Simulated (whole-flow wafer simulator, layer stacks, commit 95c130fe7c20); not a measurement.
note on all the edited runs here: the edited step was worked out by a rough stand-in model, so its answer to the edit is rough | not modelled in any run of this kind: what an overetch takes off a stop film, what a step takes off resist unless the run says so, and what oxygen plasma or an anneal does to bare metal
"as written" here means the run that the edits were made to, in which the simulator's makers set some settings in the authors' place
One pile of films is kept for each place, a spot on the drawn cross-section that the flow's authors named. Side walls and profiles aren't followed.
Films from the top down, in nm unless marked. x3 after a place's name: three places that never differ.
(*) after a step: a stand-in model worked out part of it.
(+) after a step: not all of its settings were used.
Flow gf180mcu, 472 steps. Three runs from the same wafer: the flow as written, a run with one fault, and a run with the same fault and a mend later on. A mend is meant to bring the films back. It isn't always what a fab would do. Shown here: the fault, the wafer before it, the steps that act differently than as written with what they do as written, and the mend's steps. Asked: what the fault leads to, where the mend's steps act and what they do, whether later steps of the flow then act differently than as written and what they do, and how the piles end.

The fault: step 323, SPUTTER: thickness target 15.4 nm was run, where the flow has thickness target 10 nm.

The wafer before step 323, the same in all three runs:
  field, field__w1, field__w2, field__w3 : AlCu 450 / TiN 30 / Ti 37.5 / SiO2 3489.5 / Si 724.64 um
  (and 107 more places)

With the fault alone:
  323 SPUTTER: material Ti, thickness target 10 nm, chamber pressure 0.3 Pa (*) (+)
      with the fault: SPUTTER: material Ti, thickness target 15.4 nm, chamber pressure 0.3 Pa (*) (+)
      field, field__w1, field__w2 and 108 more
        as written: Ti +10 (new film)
        with the fault: Ti +15.4 (new film)
  Later steps of the flow that act differently than as written (5 more steps differ only slightly, by at most 2% or 0.5 nm, whichever is larger, and aren't shown):
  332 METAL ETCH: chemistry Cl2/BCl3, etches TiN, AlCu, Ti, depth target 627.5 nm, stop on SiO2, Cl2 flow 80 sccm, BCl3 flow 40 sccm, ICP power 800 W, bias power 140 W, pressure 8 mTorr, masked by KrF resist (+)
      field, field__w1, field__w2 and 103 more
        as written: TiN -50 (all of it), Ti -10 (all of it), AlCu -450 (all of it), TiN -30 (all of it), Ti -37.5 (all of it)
        with the fault: TiN -50 (all of it), Ti -15.4 (all of it), AlCu -450 (all of it), TiN -30 (all of it), Ti -37.5 (all of it)
  At the end the piles differ from the flow's by more than 2% or 0.5 nm, whichever is larger, at field__w8, contact, m1, m1__w1, m1_nw.
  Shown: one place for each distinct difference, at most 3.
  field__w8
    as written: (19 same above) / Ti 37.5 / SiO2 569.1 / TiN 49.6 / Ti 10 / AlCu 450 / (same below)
    with the fault: (19 same above) / Ti 37.5 / SiO2 563.7 / TiN 49.6 / Ti 15.4 / AlCu 450 / (same below)
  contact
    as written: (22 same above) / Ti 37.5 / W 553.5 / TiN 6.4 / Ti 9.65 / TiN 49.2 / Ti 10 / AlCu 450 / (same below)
    with the fault: (22 same above) / Ti 37.5 / W 548 / TiN 6.42 / Ti 9.68 / TiN 49.2 / Ti 15.4 / AlCu 450 / (same below)

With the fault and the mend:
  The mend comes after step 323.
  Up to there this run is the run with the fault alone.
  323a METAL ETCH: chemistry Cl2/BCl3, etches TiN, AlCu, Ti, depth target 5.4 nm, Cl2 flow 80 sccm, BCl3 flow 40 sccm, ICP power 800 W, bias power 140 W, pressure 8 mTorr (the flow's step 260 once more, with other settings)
      field, field__w1, field__w2 and 108 more
        Ti -5.4
  No later step of the flow acts differently than as written at any place that is followed.
  At the end the piles are the same as the flow's at every place that both follow.
